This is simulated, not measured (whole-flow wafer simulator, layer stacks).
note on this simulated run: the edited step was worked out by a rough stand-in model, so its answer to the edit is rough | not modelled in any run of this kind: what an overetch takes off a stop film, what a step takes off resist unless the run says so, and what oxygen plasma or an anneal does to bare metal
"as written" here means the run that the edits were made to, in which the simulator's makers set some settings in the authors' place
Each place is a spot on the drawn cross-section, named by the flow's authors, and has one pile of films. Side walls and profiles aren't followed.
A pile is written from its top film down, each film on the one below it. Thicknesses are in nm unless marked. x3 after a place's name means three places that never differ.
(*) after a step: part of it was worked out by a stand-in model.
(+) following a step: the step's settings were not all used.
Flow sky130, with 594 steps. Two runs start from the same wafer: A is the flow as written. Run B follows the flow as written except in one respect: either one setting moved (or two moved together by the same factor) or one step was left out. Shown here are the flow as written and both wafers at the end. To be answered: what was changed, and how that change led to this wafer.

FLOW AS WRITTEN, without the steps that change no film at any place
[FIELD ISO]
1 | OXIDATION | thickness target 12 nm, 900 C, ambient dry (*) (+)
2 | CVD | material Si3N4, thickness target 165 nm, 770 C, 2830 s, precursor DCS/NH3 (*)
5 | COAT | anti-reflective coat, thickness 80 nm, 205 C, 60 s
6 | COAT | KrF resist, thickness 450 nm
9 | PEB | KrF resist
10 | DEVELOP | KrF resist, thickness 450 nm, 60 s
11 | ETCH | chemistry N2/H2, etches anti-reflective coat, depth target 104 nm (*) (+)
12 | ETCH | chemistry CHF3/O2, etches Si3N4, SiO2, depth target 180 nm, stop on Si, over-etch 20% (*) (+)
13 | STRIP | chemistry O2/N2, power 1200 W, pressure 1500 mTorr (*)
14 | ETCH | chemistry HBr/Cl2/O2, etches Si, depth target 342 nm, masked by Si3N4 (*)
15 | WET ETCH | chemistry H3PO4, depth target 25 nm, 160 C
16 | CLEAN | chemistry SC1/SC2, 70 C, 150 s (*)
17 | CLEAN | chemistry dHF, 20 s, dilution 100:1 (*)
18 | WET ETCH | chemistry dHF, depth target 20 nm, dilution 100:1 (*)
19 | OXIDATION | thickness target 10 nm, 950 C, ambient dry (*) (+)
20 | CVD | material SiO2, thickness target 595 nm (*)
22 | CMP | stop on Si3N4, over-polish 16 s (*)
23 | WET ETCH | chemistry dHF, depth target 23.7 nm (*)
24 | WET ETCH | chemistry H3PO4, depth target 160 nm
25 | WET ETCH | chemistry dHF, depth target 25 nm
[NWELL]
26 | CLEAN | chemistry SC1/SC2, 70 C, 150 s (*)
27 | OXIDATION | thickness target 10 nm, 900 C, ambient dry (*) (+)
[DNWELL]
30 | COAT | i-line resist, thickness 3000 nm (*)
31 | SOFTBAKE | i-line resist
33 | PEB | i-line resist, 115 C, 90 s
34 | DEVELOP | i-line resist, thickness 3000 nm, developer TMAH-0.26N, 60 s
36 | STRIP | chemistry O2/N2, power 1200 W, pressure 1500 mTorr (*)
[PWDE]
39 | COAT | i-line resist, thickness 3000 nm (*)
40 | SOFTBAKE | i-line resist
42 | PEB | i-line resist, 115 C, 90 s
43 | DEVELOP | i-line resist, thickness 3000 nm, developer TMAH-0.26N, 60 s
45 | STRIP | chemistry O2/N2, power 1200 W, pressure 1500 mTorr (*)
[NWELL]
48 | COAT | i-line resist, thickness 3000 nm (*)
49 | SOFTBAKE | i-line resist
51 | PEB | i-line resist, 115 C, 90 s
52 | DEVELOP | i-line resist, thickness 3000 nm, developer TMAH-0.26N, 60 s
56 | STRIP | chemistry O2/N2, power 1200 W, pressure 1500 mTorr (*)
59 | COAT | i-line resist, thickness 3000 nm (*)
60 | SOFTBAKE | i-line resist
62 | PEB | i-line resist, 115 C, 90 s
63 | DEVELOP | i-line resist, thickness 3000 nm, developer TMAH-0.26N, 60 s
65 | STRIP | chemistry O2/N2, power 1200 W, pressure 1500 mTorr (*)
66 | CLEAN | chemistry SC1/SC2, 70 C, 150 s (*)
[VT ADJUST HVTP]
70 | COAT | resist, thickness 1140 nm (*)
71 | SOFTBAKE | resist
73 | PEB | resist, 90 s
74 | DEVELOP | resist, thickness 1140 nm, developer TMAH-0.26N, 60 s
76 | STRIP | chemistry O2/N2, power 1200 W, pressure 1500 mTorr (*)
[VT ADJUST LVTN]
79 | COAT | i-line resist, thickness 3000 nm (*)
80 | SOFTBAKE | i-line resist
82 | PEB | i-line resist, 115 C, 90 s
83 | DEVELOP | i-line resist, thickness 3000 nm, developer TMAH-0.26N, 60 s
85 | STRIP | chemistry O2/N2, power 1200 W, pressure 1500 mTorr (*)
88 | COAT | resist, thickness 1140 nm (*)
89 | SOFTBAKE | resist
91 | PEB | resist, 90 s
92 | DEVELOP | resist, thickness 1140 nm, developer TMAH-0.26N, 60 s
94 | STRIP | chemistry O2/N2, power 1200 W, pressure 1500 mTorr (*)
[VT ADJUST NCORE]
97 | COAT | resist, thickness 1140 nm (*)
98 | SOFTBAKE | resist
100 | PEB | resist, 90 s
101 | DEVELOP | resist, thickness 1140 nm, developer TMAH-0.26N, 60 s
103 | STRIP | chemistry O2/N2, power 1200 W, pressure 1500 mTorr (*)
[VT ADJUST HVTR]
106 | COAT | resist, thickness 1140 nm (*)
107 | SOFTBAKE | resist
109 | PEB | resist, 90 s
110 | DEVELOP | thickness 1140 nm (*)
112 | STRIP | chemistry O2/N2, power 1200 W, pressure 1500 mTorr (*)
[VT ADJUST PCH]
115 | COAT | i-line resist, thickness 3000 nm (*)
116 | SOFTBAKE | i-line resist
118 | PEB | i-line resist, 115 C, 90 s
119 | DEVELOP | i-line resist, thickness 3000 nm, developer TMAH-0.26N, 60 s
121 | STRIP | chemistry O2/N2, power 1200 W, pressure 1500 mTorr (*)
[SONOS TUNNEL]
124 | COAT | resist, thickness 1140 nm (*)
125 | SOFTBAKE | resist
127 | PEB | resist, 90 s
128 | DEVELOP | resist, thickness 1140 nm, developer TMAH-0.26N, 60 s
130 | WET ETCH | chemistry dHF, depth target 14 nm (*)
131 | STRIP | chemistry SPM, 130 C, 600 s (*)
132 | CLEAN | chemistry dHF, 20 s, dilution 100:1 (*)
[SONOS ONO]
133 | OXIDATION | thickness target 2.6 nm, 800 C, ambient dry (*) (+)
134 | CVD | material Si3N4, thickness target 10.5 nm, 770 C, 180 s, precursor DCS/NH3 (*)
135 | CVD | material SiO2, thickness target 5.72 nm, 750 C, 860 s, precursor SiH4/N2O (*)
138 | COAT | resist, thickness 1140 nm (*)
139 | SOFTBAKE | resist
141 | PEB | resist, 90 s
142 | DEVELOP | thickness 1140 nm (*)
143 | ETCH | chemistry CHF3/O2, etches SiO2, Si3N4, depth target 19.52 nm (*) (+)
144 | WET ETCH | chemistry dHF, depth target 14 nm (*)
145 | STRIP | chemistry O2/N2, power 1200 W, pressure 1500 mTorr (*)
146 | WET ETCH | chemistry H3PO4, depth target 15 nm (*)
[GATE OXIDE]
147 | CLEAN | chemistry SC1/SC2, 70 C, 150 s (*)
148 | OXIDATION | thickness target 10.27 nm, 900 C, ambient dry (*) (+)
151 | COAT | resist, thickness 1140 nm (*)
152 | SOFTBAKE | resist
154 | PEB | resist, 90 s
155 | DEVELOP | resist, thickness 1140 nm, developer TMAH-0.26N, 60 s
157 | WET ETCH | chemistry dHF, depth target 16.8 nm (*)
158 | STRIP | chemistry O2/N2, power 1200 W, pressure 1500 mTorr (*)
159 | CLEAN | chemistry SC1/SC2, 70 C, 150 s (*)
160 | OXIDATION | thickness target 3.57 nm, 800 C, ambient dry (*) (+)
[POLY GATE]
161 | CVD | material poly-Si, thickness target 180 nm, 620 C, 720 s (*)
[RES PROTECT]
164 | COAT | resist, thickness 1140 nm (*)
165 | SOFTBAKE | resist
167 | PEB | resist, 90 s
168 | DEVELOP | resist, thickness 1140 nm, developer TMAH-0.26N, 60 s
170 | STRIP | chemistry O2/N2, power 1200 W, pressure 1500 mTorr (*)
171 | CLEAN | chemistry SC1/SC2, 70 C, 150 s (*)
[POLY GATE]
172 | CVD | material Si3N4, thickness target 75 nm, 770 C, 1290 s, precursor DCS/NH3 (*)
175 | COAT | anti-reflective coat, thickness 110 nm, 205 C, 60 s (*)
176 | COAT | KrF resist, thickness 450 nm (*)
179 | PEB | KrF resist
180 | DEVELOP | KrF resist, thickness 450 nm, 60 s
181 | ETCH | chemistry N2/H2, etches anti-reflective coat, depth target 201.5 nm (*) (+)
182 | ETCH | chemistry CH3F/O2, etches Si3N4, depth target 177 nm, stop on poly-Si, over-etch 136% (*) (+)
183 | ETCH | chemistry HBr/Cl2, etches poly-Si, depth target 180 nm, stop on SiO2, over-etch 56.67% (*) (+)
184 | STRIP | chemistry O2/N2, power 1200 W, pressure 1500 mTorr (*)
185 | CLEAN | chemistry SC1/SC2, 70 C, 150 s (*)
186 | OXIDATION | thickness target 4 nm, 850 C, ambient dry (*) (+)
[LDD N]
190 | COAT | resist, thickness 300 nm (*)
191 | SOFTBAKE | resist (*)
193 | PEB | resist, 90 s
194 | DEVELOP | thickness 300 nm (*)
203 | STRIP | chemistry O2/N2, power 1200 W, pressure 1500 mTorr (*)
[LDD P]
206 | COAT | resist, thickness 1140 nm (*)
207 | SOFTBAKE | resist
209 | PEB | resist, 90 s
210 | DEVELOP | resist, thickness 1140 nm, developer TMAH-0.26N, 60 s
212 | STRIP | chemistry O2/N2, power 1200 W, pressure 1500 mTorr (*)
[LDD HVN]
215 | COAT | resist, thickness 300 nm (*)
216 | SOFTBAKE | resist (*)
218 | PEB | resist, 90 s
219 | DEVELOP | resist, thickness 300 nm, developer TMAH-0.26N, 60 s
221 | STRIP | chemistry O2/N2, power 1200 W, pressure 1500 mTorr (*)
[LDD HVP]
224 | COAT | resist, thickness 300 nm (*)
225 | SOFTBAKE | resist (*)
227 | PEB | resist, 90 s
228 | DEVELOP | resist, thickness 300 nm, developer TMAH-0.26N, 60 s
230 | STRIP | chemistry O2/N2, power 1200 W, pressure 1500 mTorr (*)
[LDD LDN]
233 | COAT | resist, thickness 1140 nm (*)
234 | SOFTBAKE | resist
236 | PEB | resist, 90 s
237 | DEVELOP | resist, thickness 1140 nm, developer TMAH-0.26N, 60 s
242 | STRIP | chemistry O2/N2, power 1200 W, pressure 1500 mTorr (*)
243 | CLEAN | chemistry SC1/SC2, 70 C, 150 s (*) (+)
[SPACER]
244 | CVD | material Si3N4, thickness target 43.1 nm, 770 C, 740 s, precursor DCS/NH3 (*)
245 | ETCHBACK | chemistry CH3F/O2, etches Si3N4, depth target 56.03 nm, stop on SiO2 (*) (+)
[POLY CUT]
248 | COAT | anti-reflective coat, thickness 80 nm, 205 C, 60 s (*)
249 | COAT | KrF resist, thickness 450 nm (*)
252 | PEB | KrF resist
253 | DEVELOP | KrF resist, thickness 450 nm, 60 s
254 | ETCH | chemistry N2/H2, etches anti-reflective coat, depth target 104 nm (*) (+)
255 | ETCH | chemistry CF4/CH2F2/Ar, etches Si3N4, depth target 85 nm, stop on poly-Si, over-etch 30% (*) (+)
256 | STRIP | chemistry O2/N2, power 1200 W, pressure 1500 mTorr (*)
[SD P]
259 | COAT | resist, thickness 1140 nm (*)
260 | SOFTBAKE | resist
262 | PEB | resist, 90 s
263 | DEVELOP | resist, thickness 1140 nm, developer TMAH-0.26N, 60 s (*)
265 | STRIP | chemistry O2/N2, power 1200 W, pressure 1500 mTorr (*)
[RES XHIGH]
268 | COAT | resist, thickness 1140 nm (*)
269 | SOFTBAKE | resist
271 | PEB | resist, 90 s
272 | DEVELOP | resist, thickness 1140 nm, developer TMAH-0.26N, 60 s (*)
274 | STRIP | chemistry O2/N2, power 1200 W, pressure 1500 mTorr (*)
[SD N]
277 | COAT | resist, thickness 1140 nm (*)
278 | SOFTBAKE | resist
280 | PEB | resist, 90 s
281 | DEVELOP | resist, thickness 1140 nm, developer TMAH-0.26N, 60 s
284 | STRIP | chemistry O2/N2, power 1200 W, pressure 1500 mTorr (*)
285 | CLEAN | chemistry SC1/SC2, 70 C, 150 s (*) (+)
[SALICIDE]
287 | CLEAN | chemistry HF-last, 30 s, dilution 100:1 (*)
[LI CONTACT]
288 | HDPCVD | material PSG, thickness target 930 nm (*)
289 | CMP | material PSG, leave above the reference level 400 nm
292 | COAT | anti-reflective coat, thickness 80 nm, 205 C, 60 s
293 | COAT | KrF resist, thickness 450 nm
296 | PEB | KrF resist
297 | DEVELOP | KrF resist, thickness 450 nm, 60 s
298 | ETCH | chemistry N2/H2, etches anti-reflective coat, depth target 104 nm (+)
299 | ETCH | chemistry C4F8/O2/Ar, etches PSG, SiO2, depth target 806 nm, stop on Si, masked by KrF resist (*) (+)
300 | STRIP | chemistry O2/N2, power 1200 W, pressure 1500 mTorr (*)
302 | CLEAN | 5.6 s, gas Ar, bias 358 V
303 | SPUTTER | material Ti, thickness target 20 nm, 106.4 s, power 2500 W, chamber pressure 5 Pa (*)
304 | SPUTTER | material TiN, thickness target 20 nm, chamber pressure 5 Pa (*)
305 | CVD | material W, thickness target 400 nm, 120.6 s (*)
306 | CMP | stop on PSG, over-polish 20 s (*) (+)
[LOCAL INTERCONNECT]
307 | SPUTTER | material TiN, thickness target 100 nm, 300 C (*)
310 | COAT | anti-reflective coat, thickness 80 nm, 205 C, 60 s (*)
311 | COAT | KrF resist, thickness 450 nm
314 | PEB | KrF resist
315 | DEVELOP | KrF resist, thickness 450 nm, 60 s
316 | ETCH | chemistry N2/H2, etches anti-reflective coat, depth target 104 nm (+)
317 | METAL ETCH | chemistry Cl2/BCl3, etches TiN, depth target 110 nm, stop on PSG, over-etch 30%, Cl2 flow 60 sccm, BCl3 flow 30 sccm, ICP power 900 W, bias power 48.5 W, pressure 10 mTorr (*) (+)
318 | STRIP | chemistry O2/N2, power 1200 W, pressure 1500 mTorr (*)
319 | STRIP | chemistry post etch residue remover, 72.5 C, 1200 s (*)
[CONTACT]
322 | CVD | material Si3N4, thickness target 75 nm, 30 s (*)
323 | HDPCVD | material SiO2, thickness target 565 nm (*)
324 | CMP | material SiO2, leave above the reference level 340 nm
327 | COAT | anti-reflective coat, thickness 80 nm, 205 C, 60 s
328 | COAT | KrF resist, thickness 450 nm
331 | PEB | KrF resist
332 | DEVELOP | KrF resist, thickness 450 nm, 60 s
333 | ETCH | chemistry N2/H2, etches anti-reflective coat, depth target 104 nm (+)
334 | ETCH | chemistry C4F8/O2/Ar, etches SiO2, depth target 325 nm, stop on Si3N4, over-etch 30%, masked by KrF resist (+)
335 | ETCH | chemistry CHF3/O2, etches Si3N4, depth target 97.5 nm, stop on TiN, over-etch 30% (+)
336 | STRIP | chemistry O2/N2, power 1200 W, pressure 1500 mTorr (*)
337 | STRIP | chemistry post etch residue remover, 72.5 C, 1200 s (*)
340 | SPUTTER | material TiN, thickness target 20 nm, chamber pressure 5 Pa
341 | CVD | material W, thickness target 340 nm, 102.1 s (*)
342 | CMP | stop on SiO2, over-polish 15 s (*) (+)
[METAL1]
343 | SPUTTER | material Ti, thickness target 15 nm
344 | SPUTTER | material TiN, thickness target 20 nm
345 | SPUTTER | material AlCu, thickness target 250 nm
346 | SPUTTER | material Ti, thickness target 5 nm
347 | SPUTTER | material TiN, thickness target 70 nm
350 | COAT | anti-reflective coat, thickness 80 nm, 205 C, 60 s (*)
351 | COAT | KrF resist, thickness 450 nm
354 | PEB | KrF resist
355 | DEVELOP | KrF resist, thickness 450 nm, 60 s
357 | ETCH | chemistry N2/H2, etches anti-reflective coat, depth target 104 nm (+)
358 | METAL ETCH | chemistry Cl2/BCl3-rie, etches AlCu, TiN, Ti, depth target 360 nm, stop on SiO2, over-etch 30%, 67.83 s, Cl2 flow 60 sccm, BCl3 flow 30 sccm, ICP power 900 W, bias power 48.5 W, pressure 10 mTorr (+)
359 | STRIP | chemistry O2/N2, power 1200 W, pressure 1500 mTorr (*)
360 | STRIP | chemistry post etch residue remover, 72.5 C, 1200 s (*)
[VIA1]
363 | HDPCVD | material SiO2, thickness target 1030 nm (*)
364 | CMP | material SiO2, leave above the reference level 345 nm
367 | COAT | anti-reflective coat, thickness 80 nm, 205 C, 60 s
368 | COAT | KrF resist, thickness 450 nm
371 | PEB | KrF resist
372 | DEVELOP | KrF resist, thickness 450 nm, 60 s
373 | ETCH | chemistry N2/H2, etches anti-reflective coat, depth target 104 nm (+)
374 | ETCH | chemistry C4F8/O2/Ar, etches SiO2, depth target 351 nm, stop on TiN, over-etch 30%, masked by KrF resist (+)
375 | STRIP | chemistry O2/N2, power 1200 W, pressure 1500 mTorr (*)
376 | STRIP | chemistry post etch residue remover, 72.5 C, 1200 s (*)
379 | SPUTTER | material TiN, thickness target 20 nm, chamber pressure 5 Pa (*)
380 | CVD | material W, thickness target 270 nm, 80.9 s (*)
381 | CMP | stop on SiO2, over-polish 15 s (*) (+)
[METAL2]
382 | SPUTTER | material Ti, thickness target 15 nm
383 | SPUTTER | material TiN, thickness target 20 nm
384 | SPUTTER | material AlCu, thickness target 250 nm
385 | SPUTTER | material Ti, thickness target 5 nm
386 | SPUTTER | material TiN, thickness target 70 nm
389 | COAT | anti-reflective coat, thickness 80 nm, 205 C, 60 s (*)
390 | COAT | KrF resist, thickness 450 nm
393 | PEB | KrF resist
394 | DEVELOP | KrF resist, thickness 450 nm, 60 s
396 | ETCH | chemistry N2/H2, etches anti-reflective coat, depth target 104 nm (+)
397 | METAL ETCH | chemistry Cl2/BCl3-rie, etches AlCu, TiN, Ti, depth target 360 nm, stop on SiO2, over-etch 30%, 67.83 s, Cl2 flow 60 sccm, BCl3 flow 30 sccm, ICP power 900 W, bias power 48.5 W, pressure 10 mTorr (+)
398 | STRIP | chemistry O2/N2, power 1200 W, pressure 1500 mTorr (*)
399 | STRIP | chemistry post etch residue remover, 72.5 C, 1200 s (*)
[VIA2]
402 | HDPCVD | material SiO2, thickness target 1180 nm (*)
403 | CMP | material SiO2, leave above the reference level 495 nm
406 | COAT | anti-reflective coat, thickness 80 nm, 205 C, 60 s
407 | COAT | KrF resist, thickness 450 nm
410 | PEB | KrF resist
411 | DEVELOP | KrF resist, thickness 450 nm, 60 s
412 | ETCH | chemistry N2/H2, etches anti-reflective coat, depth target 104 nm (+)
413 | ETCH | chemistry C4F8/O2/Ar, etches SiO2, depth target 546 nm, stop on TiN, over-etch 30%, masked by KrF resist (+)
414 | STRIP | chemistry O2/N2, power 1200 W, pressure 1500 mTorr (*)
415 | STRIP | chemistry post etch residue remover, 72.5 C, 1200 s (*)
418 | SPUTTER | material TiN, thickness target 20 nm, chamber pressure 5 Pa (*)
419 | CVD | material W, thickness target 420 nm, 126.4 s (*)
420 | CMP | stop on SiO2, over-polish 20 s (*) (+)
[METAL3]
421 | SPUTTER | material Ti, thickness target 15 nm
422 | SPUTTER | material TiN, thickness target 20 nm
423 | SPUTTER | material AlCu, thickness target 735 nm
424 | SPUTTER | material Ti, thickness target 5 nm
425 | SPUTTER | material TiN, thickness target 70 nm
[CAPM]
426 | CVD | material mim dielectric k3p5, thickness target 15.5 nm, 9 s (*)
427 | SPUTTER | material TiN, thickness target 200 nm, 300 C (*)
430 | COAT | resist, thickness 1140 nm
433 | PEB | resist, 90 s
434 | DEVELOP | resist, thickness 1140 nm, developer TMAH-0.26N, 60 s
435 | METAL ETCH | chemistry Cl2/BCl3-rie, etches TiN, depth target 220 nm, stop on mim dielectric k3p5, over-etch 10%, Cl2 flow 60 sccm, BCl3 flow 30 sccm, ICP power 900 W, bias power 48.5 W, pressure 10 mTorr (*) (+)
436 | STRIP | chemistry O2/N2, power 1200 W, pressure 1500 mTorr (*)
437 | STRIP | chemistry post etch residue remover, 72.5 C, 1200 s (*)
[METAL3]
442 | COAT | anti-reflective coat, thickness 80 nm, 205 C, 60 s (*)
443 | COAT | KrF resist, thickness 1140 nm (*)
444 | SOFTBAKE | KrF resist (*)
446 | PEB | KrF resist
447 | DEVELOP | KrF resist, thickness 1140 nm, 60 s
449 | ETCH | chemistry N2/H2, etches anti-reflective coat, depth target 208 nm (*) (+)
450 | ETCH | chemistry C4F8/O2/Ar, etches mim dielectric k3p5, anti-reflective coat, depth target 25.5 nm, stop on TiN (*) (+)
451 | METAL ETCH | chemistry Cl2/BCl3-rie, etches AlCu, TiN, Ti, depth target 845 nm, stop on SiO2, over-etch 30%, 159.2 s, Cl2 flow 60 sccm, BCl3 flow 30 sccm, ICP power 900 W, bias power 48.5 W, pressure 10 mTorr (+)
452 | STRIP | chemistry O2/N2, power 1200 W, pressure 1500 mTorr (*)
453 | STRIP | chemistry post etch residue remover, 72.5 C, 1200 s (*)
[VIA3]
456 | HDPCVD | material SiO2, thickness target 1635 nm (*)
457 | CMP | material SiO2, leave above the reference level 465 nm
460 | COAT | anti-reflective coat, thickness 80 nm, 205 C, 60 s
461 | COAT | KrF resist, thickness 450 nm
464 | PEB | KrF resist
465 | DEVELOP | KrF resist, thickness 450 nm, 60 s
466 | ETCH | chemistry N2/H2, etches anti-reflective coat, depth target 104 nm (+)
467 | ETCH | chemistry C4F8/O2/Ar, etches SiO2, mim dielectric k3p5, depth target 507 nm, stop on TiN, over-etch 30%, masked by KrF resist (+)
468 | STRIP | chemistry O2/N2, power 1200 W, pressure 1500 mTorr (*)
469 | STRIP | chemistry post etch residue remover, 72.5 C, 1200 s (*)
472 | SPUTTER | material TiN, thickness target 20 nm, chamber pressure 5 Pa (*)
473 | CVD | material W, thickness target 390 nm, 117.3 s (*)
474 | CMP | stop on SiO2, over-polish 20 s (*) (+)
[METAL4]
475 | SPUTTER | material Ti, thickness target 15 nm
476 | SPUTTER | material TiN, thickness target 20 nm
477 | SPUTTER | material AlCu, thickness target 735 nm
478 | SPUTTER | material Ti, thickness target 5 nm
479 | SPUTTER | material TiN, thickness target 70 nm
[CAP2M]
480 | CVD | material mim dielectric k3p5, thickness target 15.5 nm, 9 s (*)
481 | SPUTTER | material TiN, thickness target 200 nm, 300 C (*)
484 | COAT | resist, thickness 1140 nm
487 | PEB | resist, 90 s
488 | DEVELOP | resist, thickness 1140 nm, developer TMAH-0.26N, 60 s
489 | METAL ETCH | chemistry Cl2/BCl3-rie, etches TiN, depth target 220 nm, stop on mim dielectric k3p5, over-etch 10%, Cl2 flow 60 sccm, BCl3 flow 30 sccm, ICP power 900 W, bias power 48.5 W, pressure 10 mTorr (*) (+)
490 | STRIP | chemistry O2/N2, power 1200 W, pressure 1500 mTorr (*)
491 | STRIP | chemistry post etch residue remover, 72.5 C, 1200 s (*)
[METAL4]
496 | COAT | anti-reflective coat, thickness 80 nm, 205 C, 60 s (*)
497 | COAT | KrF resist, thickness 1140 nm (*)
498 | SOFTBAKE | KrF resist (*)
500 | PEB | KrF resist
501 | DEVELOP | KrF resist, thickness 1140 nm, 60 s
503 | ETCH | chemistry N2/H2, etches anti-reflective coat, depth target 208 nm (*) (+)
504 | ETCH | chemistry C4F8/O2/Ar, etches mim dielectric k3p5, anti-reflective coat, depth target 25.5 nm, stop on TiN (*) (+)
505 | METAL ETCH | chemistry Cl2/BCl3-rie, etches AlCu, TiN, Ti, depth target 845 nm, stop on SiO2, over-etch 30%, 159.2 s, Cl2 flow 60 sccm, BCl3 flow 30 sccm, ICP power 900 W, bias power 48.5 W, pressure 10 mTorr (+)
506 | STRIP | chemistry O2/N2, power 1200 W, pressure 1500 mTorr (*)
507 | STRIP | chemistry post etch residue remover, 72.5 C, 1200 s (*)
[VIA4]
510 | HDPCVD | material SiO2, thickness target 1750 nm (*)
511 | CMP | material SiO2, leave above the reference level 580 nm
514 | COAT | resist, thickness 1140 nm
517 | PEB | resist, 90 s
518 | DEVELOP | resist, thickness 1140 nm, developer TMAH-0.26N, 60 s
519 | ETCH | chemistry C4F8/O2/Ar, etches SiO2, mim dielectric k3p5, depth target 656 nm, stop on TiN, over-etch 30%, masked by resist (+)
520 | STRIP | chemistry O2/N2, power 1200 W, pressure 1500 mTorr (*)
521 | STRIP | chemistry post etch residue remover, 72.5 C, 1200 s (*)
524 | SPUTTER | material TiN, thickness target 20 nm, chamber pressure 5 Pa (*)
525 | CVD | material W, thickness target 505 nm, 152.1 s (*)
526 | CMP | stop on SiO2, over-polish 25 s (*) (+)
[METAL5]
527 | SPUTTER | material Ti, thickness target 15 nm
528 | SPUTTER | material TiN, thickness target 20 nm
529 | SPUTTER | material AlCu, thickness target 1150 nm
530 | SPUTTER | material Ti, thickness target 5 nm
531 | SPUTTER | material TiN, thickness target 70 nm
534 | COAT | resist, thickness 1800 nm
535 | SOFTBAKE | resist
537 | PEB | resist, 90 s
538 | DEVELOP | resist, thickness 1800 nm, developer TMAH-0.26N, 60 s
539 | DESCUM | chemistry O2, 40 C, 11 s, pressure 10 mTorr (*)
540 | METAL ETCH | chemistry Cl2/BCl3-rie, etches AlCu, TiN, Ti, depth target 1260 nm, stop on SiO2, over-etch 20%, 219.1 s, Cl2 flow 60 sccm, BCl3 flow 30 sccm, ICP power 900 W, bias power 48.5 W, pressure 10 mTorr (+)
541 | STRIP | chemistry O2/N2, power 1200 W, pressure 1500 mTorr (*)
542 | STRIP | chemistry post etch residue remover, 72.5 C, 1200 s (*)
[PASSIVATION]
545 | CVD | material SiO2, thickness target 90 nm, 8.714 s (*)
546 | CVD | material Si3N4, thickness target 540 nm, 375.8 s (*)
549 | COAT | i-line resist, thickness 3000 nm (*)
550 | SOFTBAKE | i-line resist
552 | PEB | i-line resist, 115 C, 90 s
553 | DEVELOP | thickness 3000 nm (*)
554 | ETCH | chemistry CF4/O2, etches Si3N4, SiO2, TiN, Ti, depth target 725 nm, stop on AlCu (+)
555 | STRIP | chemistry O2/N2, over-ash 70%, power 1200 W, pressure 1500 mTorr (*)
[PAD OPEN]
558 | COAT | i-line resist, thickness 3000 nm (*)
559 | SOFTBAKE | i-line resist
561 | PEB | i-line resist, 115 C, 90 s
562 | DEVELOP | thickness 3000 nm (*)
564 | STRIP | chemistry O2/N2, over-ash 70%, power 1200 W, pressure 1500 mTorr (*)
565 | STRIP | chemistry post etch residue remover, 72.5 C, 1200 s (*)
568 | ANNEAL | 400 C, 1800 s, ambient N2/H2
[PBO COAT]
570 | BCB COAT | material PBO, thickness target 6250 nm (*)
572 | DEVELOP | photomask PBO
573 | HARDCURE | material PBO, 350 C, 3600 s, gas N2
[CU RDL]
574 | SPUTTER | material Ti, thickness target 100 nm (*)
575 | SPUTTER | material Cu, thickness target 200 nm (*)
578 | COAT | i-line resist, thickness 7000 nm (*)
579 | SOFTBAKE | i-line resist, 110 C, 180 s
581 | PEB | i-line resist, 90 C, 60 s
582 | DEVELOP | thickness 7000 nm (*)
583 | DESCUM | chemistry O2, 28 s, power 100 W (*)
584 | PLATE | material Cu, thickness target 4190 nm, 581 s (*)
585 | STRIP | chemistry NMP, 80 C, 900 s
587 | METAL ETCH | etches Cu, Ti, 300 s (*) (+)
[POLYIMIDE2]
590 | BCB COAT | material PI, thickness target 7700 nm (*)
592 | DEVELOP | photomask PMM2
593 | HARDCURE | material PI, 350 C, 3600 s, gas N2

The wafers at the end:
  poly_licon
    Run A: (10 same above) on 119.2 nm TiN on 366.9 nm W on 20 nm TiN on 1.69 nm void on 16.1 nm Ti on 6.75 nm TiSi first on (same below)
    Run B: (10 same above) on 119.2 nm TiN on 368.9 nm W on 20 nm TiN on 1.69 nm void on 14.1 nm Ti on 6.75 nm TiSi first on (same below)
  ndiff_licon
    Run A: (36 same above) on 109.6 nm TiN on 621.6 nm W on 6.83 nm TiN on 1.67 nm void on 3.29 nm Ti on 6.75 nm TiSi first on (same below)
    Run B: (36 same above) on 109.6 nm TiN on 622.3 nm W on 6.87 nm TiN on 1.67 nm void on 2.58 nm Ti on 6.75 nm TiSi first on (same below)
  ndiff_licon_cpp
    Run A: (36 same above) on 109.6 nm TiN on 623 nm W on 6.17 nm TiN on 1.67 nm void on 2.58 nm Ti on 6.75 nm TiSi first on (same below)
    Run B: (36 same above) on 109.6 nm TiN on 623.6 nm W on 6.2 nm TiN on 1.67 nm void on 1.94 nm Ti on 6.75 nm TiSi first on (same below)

Cause: step 303, SPUTTER: thickness target 18 nm was run, while the flow as written has thickness target 20 nm.

The path from the change to this, step by step:
  303 | SPUTTER | material Ti, thickness target 20 nm, 106.4 s, power 2500 W, chamber pressure 5 Pa (*)
      field, active, n_well and 185 more: A Ti gains 20 (new film) | B Ti gains 18 (new film)
      ndiff_licon: A Ti gains 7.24 (new film) | B Ti gains 6.53 (new film)
      (and at 2 other places as well)
  306 | CMP | stop on PSG, over-polish 20 s (*) (+)
      field, active, n_well and 184 more: A W loses 400 (all of it), TiN loses 20 (all of it), Ti loses 20 (all of it), PSG loses 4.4 | B W loses 400 (all of it), TiN loses 20 (all of it), Ti loses 18 (all of it), PSG loses 4.4
      poly_licon: A W loses 33.1 | B W loses 31.1
